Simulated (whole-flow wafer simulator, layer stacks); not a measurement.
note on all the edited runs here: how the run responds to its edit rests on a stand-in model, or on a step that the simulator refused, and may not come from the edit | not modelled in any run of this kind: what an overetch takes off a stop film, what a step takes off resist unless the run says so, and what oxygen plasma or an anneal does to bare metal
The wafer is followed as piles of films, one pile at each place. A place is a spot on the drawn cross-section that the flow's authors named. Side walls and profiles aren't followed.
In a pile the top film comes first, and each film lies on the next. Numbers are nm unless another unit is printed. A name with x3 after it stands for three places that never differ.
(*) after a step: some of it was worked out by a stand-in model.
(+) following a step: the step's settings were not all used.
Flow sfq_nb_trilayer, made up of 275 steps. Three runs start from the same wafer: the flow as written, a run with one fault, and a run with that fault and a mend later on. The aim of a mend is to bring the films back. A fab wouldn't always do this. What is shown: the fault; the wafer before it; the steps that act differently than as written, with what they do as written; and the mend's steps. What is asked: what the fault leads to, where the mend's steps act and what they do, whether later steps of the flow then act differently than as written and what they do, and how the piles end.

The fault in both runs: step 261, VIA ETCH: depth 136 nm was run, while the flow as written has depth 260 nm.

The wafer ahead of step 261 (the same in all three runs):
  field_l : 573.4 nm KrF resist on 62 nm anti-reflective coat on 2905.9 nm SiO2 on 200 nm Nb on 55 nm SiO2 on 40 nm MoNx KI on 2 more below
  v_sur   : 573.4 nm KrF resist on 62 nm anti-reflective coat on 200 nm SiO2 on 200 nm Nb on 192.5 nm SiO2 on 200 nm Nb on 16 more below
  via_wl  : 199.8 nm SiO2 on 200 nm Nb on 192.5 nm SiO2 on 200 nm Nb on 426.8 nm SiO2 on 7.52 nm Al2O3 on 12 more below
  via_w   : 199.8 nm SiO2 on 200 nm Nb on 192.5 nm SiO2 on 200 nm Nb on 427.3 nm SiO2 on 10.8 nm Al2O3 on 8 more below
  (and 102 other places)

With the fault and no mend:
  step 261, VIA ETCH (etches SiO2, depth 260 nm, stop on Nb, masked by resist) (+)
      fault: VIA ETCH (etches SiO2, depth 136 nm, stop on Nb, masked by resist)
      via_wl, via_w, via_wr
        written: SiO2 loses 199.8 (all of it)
        fault: SiO2 loses 136
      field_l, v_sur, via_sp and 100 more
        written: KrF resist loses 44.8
        fault: KrF resist loses 23.4
  Steps further on in the flow that do not act as written (3 other steps are not shown; they differ only slightly, by no more than 2% or 0.5 nm, whichever is larger):
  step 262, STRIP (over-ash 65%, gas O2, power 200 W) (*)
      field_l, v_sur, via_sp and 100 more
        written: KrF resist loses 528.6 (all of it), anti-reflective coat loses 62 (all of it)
        fault: KrF resist loses 550 (all of it), anti-reflective coat loses 62 (all of it)
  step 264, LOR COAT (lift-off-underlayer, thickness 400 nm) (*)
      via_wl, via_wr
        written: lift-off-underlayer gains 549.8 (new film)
        fault: lift-off-underlayer gains 502 (new film)
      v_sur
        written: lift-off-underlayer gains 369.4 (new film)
        fault: lift-off-underlayer gains 379.2 (new film)
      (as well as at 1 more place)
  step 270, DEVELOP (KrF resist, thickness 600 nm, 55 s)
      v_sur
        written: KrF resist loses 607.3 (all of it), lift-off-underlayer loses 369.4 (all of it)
        fault: KrF resist loses 604.6 (all of it), lift-off-underlayer loses 379.2 (all of it)
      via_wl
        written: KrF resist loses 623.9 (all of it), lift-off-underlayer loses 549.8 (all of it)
        fault: KrF resist loses 615.8 (all of it), lift-off-underlayer loses 502 (all of it)
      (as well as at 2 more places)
  By the end, the piles at via_wl, via_w, via_wr depart from the flow's by more than 2% or 0.5 nm, whichever is larger.
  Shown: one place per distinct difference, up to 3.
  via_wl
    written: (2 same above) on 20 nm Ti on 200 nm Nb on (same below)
    fault: (2 same above) on 20 nm Ti on 63.8 nm SiO2 on 200 nm Nb on (same below)

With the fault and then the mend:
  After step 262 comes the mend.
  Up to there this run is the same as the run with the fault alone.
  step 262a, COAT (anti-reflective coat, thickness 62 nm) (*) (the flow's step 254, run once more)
      p4_fl x3, p4_w1 x9, p4_g1 x2 and 63 more
        anti-reflective coat gains 62 (new film)
      field_r, lsp_l, ln_m5, lsp_m, ln_m6, lsp_r, l0_sur, l0v
        anti-reflective coat gains 61.8 (new film)
      ce_r, sp_r, be_r, r_sur, res, r_end, moat
        anti-reflective coat gains 61.7 (new film)
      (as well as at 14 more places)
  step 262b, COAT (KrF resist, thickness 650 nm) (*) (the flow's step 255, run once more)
      p4_fl x3, p4_w1 x9, p4_g1 x2 and 63 more
        KrF resist gains 650 (new film)
      moat, field_r, lsp_l, ln_m5, lsp_m, ln_m6, lsp_r, l0_sur
        KrF resist gains 649.5 (new film)
      r_sur, res, r_end, l0v
        KrF resist gains 649.4 (new film)
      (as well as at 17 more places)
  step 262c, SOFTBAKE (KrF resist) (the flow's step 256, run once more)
      does not change any film at any place that is followed
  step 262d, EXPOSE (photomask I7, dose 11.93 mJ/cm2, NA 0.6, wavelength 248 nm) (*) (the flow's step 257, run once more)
      does not change any film at any place that is followed
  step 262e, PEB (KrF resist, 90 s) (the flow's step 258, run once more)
      jj_sur, ce_l, c5j and 92 more
        KrF resist loses 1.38
      v_sur, via_v, wire, be, be_sur, gap
        KrF resist loses 1.37
      field_l, via_sp
        KrF resist loses 1.36
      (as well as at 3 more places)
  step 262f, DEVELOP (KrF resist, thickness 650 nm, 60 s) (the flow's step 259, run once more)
      field_l, v_sur, via_sp and 100 more
        KrF resist loses 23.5
      via_wl
        KrF resist loses 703 (all of it)
      via_w
        KrF resist loses 738.7 (all of it)
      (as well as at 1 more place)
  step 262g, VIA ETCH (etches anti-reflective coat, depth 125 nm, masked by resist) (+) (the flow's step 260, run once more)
      field_l, v_sur, via_sp and 100 more
        KrF resist loses 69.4
      via_wl, via_wr
        anti-reflective coat loses 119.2 (all of it)
      via_w
        anti-reflective coat loses 79.1 (all of it), SiO2 loses 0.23
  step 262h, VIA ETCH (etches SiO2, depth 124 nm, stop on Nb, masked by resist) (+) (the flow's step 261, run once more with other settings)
      field_l, v_sur, via_sp and 100 more
        KrF resist loses 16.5
      via_wl, via_wr
        SiO2 loses 63.8 (all of it)
      via_w
        SiO2 loses 63.6 (all of it)
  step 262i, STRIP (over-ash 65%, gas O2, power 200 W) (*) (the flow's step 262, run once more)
      p4_fl x3, p4_w1 x9, p4_g1 x2 and 63 more
        KrF resist loses 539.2 (all of it), anti-reflective coat loses 62 (all of it)
      lsp_l, ln_m5, lsp_m, ln_m6, lsp_r
        KrF resist loses 538.7 (all of it), anti-reflective coat loses 61.8 (all of it)
      res, r_end, moat
        KrF resist loses 538.6 (all of it), anti-reflective coat loses 61.7 (all of it)
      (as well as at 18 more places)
  None of the later steps of the flow acts differently than as written at any place that is followed.
  By the end, the piles equal the flow's at every place that both follow.
